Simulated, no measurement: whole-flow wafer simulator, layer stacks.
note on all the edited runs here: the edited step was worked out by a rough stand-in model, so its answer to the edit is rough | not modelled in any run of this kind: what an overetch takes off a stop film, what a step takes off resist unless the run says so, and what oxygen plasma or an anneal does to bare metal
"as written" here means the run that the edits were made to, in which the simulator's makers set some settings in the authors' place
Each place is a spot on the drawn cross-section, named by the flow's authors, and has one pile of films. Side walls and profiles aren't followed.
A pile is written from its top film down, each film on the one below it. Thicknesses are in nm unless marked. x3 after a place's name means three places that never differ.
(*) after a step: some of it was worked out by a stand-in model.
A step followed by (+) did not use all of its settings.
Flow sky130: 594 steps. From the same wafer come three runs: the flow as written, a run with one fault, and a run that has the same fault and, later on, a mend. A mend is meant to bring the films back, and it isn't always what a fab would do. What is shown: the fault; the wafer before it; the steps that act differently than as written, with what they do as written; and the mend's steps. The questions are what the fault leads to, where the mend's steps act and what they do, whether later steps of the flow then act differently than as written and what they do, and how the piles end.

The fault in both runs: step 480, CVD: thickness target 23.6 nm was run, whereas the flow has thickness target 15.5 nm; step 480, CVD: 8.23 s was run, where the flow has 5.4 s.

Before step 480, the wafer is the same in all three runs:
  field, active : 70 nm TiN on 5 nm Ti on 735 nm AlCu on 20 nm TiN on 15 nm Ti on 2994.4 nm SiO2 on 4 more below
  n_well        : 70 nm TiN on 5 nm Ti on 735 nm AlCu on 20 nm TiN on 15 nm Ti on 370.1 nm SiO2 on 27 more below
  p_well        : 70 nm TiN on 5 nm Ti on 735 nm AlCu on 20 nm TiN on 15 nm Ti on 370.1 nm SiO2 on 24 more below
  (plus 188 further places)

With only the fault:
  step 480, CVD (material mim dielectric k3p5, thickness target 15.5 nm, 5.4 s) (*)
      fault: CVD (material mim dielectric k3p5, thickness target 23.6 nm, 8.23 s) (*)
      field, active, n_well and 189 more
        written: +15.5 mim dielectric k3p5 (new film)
        fault: +23.6 mim dielectric k3p5 (new film)
  Later steps of the flow acting differently than as written (6 other steps are not shown; they differ only slightly, by no more than 2% or 0.5 nm, whichever is larger):
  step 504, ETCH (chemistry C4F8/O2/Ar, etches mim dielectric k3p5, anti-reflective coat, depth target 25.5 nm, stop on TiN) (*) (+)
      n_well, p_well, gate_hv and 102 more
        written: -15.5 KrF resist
        fault: -17 KrF resist
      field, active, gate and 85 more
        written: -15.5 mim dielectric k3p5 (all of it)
        fault: -23.6 mim dielectric k3p5 (all of it)
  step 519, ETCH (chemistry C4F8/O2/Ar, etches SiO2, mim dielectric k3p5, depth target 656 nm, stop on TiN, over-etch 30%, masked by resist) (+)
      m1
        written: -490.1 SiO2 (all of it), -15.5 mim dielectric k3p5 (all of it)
        fault: -482 SiO2 (all of it), -23.6 mim dielectric k3p5 (all of it)
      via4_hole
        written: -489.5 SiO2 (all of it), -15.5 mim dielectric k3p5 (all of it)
        fault: -481.4 SiO2 (all of it), -23.6 mim dielectric k3p5 (all of it)
  The piles end different from the flow's at n_well, p_well, gate_hv and 100 more by more than 2% or 0.5 nm, whichever is larger.
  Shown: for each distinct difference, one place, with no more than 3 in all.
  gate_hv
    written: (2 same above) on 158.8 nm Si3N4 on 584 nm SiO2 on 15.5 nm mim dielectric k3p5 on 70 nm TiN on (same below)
    fault: (2 same above) on 158.8 nm Si3N4 on 575.9 nm SiO2 on 23.6 nm mim dielectric k3p5 on 70 nm TiN on (same below)
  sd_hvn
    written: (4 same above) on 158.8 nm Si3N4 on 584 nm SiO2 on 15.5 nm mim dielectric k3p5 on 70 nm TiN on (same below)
    fault: (4 same above) on 158.8 nm Si3N4 on 575.9 nm SiO2 on 23.6 nm mim dielectric k3p5 on 70 nm TiN on (same below)
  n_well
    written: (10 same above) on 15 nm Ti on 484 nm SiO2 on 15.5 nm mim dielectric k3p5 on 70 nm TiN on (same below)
    fault: (10 same above) on 15 nm Ti on 475.9 nm SiO2 on 23.6 nm mim dielectric k3p5 on 70 nm TiN on (same below)

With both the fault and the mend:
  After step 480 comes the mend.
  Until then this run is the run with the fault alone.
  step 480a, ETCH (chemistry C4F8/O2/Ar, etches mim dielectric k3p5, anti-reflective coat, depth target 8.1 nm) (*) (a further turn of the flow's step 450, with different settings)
      field, active, n_well and 189 more
        -8.1 mim dielectric k3p5
  None of the later steps of the flow acts differently than as written at any place that is followed.
  The piles end the same as the flow's at every place that both follow.
